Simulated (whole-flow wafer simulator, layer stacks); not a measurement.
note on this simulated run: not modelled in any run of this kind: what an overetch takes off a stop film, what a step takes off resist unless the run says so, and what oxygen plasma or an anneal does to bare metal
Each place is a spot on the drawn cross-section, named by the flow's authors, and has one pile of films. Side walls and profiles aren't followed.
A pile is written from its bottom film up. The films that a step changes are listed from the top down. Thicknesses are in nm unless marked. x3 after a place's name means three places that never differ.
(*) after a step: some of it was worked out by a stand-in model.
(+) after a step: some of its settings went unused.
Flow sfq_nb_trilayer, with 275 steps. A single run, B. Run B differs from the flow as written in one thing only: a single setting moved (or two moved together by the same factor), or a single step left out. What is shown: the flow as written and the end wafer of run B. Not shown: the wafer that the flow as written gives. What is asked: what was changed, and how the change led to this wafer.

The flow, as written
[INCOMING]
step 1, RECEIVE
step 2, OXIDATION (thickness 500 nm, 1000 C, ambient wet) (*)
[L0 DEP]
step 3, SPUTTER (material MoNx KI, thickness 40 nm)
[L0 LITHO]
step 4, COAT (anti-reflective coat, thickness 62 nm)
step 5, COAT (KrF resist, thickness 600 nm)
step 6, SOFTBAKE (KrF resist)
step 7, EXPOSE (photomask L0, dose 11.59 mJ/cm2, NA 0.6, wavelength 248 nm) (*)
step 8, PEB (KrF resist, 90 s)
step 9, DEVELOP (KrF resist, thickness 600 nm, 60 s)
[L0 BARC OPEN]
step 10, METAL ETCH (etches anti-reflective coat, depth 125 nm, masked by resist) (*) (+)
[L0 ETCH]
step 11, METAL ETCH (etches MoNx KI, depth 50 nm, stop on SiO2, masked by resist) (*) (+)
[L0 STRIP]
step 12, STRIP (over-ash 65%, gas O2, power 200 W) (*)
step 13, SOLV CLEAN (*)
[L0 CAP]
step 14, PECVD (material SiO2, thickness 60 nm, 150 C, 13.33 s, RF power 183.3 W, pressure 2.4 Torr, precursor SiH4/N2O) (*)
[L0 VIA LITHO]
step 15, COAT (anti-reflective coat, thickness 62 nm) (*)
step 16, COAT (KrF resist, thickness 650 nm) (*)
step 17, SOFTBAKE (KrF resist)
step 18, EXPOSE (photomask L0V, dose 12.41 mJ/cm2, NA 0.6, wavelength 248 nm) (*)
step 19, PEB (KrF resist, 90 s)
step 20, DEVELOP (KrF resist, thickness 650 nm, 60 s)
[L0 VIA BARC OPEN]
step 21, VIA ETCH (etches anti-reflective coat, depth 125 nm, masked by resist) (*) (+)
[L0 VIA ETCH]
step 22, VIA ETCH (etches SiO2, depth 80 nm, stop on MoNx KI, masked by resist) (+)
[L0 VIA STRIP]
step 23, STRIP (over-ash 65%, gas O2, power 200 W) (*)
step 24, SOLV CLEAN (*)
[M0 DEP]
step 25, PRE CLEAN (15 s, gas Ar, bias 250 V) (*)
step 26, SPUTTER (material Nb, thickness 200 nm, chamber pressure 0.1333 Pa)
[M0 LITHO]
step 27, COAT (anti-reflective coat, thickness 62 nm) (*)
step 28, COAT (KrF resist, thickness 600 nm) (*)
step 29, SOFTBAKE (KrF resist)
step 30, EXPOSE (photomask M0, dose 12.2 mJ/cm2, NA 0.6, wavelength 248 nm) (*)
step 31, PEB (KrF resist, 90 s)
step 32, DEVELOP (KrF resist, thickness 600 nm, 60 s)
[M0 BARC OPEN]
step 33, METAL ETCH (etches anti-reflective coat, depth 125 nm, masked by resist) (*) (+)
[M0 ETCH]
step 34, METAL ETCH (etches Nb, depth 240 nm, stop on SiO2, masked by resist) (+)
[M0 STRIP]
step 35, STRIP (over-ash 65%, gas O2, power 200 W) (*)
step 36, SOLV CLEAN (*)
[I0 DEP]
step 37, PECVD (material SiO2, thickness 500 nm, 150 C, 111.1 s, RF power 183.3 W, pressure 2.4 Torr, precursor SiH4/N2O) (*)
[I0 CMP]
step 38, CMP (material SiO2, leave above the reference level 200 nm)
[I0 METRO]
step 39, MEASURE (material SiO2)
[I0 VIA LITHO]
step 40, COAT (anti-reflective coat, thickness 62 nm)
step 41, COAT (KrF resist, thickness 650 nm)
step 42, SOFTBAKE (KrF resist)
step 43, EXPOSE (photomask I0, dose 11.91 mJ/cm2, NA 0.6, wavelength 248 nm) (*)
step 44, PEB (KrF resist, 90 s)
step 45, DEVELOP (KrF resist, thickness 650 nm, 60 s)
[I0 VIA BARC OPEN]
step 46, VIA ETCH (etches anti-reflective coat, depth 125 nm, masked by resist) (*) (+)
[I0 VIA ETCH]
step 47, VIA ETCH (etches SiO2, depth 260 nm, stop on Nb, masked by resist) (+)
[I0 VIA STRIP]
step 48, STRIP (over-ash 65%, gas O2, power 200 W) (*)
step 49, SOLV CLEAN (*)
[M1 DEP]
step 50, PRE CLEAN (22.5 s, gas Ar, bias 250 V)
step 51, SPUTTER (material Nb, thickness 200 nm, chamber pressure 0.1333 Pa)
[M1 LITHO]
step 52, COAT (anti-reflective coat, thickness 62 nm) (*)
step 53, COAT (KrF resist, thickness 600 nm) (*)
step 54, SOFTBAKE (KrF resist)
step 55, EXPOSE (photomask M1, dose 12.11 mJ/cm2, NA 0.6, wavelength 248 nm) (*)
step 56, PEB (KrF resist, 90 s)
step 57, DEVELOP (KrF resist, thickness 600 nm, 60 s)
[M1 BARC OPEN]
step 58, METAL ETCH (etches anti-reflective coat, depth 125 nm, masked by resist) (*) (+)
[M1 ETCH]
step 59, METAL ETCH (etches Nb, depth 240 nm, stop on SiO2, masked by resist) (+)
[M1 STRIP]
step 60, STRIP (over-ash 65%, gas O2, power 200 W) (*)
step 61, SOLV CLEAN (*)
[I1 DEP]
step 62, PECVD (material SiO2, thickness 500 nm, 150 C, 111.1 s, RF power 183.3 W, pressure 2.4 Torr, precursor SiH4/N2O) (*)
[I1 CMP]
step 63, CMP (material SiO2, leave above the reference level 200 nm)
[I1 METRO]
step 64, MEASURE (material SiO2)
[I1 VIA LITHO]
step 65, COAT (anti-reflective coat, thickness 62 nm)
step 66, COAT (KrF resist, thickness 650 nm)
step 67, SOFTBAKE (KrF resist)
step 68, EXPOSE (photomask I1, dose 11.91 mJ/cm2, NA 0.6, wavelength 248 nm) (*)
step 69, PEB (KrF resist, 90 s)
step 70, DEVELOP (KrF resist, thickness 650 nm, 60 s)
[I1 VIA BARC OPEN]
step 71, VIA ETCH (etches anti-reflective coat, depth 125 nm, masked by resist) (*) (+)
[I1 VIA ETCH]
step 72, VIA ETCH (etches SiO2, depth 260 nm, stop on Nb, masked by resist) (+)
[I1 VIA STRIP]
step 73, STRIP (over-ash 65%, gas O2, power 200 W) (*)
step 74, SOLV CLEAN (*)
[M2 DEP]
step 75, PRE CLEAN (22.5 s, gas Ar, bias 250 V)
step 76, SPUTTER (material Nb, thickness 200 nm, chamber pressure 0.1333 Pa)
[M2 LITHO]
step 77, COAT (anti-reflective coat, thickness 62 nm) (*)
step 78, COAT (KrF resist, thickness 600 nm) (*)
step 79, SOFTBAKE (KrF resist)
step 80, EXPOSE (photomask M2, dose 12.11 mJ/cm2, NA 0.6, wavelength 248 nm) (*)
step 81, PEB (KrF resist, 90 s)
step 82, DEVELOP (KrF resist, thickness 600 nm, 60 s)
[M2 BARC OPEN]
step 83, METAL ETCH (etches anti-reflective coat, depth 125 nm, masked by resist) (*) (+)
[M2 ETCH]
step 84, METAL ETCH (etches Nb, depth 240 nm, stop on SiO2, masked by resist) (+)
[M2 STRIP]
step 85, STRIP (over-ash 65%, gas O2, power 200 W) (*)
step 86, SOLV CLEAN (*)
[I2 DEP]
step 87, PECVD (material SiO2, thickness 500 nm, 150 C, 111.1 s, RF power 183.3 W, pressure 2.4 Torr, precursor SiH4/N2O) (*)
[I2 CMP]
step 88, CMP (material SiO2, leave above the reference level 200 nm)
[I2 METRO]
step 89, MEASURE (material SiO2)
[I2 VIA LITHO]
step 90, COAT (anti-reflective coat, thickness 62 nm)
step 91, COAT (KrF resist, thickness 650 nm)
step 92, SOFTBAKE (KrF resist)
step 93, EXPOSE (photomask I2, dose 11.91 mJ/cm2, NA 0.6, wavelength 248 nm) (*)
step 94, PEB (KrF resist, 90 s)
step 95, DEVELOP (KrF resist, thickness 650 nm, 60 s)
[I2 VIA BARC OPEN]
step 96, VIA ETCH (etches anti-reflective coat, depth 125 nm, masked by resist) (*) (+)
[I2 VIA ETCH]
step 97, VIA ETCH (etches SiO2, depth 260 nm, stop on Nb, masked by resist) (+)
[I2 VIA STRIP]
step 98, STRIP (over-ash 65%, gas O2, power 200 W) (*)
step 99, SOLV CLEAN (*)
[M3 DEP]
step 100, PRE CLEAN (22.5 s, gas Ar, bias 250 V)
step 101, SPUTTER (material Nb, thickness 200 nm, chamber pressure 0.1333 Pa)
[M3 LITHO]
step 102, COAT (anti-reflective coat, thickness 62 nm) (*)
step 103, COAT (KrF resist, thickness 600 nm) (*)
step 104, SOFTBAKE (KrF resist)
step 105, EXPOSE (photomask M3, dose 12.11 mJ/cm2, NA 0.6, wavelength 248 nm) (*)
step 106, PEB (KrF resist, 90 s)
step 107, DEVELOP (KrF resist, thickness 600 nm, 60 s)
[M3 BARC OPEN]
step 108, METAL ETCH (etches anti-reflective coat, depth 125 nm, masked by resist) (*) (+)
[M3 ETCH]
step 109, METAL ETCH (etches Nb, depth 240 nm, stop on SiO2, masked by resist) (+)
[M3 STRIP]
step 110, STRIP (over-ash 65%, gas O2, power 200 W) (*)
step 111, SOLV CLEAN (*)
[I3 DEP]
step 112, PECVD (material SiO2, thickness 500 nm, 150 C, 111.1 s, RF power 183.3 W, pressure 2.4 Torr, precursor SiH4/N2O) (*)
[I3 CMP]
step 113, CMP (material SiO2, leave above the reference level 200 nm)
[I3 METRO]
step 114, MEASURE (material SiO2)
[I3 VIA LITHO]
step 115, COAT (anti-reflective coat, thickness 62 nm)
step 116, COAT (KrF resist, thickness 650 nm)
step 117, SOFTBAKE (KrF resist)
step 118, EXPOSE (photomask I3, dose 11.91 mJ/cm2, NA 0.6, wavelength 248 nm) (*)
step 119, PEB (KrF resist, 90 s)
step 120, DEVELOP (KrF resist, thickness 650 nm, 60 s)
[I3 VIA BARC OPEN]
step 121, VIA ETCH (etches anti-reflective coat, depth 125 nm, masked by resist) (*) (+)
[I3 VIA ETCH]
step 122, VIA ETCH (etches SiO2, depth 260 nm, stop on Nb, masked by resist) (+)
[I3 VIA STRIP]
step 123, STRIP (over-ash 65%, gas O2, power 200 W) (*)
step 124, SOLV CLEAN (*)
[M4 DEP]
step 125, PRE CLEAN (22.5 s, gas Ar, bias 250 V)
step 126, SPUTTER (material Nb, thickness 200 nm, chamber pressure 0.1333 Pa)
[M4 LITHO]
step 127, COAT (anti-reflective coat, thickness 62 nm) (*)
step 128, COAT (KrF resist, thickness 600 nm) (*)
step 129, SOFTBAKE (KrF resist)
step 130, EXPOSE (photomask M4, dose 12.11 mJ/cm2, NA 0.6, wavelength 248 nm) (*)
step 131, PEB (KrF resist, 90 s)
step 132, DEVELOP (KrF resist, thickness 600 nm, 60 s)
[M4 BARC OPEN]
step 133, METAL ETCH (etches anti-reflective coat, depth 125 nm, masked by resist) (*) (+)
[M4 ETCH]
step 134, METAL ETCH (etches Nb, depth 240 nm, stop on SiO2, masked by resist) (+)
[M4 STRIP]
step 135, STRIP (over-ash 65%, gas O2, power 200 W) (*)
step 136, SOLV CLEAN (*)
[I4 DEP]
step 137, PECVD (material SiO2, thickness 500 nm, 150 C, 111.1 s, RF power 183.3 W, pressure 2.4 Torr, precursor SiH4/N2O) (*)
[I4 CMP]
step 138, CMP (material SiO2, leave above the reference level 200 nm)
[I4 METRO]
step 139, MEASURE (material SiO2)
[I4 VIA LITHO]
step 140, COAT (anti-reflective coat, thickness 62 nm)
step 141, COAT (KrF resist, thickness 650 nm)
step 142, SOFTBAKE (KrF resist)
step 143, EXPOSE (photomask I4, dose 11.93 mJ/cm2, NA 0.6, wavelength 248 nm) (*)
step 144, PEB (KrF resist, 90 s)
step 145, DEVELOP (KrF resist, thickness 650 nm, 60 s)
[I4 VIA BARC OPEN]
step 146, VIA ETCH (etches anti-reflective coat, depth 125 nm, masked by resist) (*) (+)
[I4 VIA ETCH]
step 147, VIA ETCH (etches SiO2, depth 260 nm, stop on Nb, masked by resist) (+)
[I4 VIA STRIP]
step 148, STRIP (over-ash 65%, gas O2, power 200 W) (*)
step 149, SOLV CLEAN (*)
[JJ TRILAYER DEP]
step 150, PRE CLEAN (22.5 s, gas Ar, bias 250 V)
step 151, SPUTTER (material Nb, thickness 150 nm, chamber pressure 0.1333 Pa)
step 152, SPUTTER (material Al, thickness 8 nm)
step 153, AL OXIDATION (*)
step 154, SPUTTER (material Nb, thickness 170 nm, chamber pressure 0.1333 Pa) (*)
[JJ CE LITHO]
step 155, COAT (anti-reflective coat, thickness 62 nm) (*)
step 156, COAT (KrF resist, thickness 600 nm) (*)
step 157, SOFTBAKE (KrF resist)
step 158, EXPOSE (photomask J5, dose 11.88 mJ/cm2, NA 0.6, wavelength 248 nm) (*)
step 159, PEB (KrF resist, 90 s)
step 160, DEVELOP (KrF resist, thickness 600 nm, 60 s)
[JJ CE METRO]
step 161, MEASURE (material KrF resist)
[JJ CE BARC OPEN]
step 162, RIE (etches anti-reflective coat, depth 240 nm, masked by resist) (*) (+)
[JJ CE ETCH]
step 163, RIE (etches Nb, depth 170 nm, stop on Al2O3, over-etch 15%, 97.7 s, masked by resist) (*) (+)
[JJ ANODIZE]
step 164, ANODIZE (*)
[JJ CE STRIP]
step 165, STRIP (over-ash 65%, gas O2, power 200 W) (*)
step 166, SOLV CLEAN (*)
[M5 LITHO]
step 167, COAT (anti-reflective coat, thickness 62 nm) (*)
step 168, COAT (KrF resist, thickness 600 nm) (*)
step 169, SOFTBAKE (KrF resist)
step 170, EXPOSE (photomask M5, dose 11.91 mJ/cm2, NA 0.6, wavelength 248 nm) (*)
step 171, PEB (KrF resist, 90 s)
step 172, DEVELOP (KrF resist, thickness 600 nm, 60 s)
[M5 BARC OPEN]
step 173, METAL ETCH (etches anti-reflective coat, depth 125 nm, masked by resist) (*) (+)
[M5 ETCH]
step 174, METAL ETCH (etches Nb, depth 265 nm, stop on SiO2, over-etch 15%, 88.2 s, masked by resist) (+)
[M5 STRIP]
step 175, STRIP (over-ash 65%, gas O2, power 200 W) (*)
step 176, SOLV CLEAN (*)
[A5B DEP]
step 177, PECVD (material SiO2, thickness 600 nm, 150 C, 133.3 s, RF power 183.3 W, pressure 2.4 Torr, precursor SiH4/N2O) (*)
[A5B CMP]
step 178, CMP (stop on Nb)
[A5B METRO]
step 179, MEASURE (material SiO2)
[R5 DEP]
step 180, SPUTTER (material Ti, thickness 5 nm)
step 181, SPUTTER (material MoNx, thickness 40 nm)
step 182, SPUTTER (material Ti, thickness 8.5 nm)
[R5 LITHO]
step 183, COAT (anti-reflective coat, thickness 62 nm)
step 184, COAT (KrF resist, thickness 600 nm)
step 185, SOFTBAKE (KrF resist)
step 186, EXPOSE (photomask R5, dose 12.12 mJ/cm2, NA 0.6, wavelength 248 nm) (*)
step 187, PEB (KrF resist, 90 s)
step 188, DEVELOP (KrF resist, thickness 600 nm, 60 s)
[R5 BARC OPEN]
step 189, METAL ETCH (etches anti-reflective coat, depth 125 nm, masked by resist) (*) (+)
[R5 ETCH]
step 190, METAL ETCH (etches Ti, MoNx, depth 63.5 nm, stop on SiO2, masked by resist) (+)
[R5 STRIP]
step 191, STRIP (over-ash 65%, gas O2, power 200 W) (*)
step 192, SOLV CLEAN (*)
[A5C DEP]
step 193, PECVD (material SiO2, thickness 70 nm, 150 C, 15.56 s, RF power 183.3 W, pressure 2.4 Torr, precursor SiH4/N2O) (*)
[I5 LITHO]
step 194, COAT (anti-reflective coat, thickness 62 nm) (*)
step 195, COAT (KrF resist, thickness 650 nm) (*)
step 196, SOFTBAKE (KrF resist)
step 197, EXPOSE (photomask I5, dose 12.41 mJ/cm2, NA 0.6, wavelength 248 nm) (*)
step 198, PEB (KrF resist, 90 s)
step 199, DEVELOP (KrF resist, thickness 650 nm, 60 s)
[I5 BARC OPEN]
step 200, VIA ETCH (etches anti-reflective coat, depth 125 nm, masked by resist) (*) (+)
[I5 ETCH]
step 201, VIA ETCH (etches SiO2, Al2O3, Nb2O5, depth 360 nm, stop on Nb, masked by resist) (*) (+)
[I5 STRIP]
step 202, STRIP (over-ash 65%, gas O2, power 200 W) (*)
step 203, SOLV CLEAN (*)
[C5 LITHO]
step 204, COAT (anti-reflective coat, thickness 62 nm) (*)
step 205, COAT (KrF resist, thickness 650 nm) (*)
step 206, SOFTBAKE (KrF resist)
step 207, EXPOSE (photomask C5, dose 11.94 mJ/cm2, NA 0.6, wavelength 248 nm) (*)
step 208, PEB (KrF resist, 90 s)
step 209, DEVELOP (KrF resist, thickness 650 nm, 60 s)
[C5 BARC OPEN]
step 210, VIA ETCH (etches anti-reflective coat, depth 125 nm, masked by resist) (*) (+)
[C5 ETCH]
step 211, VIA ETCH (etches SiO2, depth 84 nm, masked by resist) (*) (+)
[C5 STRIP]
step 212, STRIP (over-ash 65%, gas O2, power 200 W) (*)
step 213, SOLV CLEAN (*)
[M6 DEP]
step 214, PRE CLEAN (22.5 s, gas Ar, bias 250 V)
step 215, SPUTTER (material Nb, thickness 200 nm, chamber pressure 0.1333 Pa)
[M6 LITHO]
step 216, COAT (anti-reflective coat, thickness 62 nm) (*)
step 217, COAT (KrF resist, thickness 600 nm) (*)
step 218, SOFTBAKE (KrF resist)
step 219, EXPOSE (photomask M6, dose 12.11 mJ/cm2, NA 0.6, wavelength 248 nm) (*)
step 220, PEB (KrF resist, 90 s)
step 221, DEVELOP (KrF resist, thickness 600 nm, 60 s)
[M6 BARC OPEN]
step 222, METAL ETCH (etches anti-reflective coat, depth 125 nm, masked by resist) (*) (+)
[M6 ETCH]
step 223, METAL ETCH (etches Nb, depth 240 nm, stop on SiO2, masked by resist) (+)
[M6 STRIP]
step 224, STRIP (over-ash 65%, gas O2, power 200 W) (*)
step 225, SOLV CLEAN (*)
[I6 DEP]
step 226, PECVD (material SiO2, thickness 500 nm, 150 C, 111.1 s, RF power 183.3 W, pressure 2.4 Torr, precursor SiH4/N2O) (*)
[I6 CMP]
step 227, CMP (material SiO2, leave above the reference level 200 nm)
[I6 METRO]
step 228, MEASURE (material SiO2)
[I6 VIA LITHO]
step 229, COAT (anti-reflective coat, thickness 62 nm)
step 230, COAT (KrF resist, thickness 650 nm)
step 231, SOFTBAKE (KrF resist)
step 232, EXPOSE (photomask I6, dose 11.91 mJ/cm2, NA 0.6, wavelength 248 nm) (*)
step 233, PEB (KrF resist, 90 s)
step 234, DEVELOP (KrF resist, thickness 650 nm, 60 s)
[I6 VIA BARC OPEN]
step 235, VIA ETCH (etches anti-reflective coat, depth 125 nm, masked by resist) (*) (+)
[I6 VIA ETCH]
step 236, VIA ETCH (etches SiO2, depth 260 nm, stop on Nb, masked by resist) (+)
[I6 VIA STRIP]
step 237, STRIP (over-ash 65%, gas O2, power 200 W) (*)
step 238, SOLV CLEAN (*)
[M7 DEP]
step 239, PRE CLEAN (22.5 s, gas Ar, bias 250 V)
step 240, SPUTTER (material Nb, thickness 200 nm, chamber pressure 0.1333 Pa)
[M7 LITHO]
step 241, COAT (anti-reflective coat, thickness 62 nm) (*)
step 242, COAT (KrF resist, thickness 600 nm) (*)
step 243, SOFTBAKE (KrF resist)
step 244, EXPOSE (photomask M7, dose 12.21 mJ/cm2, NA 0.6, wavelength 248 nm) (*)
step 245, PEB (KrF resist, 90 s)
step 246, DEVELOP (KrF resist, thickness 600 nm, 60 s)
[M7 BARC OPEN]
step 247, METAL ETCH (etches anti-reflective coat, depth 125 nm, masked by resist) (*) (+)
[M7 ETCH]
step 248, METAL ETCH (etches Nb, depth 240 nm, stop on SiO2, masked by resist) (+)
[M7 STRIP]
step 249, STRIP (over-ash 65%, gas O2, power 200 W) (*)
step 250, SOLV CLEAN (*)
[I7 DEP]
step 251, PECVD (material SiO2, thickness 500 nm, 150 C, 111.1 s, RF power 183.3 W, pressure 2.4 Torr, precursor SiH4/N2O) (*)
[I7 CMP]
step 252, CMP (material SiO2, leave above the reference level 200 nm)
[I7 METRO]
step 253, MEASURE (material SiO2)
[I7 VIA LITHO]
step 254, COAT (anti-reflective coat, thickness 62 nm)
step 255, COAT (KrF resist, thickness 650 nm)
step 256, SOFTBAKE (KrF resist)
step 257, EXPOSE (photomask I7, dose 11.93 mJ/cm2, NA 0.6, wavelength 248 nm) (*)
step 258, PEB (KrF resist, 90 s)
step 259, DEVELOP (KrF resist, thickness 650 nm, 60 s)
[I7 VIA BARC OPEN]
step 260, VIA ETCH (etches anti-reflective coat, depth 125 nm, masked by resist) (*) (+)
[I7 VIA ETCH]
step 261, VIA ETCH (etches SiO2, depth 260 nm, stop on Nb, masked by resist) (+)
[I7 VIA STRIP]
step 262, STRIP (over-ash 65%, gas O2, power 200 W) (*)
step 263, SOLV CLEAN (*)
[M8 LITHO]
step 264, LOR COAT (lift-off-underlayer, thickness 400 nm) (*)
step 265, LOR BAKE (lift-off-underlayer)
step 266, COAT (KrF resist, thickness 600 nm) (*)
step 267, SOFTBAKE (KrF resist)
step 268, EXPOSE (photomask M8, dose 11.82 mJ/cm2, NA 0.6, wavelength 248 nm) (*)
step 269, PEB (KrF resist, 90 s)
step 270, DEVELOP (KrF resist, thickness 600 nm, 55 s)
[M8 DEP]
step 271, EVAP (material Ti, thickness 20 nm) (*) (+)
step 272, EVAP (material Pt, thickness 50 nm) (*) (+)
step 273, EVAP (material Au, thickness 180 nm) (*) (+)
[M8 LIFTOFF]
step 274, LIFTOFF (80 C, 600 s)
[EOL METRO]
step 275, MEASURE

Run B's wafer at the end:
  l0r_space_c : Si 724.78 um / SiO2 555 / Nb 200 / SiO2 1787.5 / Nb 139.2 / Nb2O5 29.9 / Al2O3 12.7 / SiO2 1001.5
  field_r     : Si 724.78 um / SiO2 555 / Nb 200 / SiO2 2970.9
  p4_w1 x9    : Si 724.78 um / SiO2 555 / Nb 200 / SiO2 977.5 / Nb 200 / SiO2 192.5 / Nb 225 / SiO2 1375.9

The reason: step 126, SPUTTER: thickness 225 nm was run, while the flow as written has thickness 200 nm.
The wafer lets one read it off: p4_w1 x9 has Nb 225, and step 126 as written asks for 200 nm.

The path from the change to this, step by step:
  step 126, SPUTTER (material Nb, thickness 200 nm, chamber pressure 0.1333 Pa)
      field_l, v_sur, via_wl and 102 more: +225 Nb (new film) (in the flow as written it would be: +200 Nb (new film))
      via_v: +186.5 Nb (in the flow as written it would be: +165.5 Nb)
  step 134, METAL ETCH (etches Nb, depth 240 nm, stop on SiO2, masked by resist) (+)
      field_l, be, be_sur and 64 more: -225 Nb (all of it) (in the flow as written it would be: -200 Nb (all of it))
  step 137, PECVD (material SiO2, thickness 500 nm, 150 C, 111.1 s, RF power 183.3 W, pressure 2.4 Torr, precursor SiH4/N2O) (*)
      p3_s0 x6: +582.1 SiO2 (in the flow as written it would be: +557.1 SiO2)
  step 138, CMP (material SiO2, leave above the reference level 200 nm)
      field_l, be, be_sur and 55 more: -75 SiO2 (in the flow as written it would be: -100 SiO2)
      lsp_r, l0_sur, l0v: -65.9 SiO2 (in the flow as written it would be: -91.9 SiO2)
